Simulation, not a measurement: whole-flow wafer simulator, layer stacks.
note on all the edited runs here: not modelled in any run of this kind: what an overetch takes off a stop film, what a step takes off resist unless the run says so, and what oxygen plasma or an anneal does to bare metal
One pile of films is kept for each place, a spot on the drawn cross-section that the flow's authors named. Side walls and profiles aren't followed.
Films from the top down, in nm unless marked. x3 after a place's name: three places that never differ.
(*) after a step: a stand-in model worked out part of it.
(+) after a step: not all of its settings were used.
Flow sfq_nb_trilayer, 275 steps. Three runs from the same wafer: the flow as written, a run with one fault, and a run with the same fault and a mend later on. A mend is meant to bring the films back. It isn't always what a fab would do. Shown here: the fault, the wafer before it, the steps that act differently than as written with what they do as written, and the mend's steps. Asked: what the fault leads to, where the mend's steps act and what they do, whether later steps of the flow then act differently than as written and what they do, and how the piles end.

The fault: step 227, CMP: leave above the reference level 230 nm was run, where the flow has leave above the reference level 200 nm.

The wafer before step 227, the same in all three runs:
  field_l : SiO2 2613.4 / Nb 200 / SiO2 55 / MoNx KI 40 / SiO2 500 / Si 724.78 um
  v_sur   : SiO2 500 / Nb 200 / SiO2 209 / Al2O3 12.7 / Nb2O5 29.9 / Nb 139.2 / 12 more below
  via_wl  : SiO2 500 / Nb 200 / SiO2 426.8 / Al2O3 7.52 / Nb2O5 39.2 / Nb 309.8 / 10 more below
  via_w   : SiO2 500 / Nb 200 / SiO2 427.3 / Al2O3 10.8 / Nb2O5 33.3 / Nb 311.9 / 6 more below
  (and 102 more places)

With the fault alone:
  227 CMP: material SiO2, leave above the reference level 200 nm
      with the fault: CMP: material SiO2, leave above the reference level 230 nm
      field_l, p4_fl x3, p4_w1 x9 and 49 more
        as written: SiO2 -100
        with the fault: SiO2 -70
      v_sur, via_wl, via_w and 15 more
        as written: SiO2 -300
        with the fault: SiO2 -270
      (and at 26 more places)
  Later steps of the flow that act differently than as written (3 more steps differ only slightly, by at most 2% or 0.5 nm, whichever is larger, and aren't shown):
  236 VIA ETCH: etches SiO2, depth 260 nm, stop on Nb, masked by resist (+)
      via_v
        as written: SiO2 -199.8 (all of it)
        with the fault: SiO2 -229.8 (all of it)
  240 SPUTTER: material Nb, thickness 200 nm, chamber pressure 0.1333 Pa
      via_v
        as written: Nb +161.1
        with the fault: Nb +154
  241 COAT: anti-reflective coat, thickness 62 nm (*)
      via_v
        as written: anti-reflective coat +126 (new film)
        with the fault: anti-reflective coat +132.8 (new film)
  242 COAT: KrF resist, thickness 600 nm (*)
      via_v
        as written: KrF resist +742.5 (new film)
        with the fault: KrF resist +767.7 (new film)
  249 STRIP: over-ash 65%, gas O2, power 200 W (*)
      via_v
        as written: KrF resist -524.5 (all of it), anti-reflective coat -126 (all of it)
        with the fault: KrF resist -549.6 (all of it), anti-reflective coat -132.8 (all of it)
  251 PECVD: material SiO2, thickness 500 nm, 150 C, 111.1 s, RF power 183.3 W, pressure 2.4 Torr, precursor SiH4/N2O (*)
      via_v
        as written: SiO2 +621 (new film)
        with the fault: SiO2 +658 (new film)
  At the end the piles differ from the flow's by more than 2% or 0.5 nm, whichever is larger, at v_sur, via_wl, via_w and 80 more.
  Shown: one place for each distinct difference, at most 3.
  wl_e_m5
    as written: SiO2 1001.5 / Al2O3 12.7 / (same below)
    with the fault: SiO2 1031.5 / Al2O3 12.7 / (same below)
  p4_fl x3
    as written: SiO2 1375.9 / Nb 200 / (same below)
    with the fault: SiO2 1405.9 / Nb 200 / (same below)
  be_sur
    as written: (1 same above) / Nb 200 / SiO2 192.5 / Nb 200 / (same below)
    with the fault: (1 same above) / Nb 200 / SiO2 222.5 / Nb 200 / (same below)

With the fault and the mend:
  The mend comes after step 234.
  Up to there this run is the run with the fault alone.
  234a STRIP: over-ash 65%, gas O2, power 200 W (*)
      field_l, v_sur, via_wl and 102 more
        KrF resist -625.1 (all of it), anti-reflective coat -62 (all of it)
      via_v
        anti-reflective coat -62 (all of it)
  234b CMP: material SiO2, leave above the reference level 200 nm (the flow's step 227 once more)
      field_l, v_sur, via_wl and 103 more
        SiO2 -30
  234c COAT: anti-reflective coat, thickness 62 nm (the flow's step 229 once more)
      field_l, v_sur, via_wl and 103 more
        anti-reflective coat +62 (new film)
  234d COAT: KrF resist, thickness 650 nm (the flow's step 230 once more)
      field_l, v_sur, via_wl and 103 more
        KrF resist +650 (new film)
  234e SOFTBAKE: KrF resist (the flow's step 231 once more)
      changes no film at any place that is followed
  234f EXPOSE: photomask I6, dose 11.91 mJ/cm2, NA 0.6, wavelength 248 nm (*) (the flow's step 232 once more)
      changes no film at any place that is followed
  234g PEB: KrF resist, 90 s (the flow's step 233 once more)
      field_l, v_sur, via_wl and 103 more
        KrF resist -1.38
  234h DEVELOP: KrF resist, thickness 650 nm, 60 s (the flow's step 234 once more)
      field_l, v_sur, via_wl and 102 more
        KrF resist -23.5
      via_v
        KrF resist -648.6 (all of it)
  No later step of the flow acts differently than as written at any place that is followed.
  At the end the piles are the same as the flow's at every place that both follow.
